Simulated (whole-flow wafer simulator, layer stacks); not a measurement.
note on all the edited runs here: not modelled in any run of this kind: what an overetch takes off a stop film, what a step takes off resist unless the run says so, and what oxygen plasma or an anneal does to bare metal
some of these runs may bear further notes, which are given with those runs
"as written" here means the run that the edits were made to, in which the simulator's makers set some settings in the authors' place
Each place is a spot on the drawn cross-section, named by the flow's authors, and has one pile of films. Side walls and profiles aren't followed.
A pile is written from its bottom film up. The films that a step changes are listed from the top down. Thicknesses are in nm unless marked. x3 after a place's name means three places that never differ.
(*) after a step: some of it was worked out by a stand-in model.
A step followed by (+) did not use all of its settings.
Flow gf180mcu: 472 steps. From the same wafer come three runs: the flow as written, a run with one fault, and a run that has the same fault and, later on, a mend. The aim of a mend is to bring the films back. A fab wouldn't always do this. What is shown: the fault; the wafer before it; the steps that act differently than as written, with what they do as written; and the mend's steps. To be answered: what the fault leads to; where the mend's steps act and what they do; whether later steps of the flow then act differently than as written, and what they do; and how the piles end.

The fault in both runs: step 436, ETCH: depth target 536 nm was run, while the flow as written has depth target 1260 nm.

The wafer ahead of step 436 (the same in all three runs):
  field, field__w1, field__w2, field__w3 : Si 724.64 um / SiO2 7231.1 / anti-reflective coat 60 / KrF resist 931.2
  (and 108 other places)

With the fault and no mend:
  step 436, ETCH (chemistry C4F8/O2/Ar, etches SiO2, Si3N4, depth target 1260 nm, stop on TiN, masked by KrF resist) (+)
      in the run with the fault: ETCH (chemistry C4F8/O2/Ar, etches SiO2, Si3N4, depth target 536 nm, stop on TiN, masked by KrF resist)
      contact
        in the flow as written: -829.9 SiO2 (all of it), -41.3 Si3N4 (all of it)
        in the run with the fault: -536 SiO2
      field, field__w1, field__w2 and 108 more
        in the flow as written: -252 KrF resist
        in the run with the fault: -107.2 KrF resist
  Steps further on in the flow that do not act as written (1 other step is not shown; it differs only slightly, by no more than 2% or 0.5 nm, whichever is larger):
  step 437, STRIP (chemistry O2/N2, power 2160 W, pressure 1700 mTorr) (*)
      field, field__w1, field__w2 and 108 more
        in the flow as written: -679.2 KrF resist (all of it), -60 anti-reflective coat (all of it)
        in the run with the fault: -824 KrF resist (all of it), -60 anti-reflective coat (all of it)
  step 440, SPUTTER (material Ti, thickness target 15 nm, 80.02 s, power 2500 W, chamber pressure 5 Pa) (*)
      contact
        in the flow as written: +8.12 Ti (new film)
        in the run with the fault: +9.86 Ti (new film)
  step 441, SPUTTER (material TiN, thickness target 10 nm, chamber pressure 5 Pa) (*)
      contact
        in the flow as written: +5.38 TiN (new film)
        in the run with the fault: +6.54 TiN (new film)
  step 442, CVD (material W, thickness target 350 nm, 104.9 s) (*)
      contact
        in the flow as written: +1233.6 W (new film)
        in the run with the fault: +895.1 W (new film)
  By the end, the piles at contact depart from the flow's by more than 2% or 0.5 nm, whichever is larger.
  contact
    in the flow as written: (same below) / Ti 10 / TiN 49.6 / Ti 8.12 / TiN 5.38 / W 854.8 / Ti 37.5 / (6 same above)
    in the run with the fault: (same below) / Ti 10 / TiN 50 / Si3N4 41.3 / SiO2 293.9 / Ti 9.86 / TiN 6.54 / W 516.3 / Ti 37.5 / (6 same above)

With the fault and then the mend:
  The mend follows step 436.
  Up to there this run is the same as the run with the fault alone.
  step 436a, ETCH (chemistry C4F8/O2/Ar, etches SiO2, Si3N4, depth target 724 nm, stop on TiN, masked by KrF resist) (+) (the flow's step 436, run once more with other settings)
      field, field__w1, field__w2 and 108 more
        -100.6 KrF resist
      contact
        -293.9 SiO2 (all of it), -41.3 Si3N4 (all of it)
  Steps further on in the flow that do not act as written:
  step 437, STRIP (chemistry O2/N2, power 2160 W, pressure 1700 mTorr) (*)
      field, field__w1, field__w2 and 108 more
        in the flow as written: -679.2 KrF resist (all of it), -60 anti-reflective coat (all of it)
        in the run with the mend: -723.4 KrF resist (all of it), -60 anti-reflective coat (all of it)
  By the end, the piles equal the flow's at every place that both follow.
